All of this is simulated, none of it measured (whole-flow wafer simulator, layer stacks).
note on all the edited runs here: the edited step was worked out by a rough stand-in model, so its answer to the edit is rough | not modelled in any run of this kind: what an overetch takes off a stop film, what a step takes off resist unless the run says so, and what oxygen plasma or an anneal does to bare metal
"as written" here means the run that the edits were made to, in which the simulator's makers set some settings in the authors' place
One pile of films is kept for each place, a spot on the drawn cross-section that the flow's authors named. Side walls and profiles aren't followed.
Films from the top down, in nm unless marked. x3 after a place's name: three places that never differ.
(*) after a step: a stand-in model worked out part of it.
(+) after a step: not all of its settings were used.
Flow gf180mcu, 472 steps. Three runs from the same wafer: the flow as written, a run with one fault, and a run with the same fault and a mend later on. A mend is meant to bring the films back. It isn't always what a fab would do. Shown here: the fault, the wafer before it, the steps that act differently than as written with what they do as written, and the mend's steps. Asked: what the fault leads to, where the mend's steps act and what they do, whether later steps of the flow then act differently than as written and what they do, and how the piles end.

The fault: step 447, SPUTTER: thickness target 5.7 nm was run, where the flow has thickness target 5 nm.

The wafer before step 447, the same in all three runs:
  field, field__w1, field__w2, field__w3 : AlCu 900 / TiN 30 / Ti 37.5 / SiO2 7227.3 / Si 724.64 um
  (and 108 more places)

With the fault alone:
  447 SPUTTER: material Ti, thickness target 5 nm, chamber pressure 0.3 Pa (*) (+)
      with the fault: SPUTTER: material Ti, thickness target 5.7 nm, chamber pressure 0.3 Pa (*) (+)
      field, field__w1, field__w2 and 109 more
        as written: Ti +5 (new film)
        with the fault: Ti +5.7 (new film)
  Later steps of the flow that act differently than as written (5 more steps differ only slightly, by at most 2% or 0.5 nm, whichever is larger, and aren't shown):
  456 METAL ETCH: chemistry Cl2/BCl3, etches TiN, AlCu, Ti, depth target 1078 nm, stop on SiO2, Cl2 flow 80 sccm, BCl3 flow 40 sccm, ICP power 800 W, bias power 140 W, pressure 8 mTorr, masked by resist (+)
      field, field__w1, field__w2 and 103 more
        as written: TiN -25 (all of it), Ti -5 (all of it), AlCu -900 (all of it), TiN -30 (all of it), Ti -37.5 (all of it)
        with the fault: TiN -25 (all of it), Ti -5.7 (all of it), AlCu -900 (all of it), TiN -30 (all of it), Ti -37.5 (all of it)
  At the end the piles differ from the flow's by more than 2% or 0.5 nm, whichever is larger, at field__w8, contact, m1, m1__w1, pad, m1_nw.
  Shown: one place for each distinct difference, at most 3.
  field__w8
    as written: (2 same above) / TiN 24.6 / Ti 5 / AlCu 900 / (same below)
    with the fault: (2 same above) / TiN 24.6 / Ti 5.7 / AlCu 900 / (same below)
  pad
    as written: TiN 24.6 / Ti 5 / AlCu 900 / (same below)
    with the fault: TiN 24.6 / Ti 5.7 / AlCu 900 / (same below)

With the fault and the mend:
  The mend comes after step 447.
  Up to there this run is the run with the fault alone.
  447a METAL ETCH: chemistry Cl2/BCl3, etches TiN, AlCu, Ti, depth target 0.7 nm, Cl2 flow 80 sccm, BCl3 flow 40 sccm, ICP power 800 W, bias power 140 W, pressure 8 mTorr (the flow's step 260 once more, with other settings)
      field, field__w1, field__w2 and 109 more
        Ti -0.7
  No later step of the flow acts differently than as written at any place that is followed.
  At the end the piles are the same as the flow's at every place that both follow.
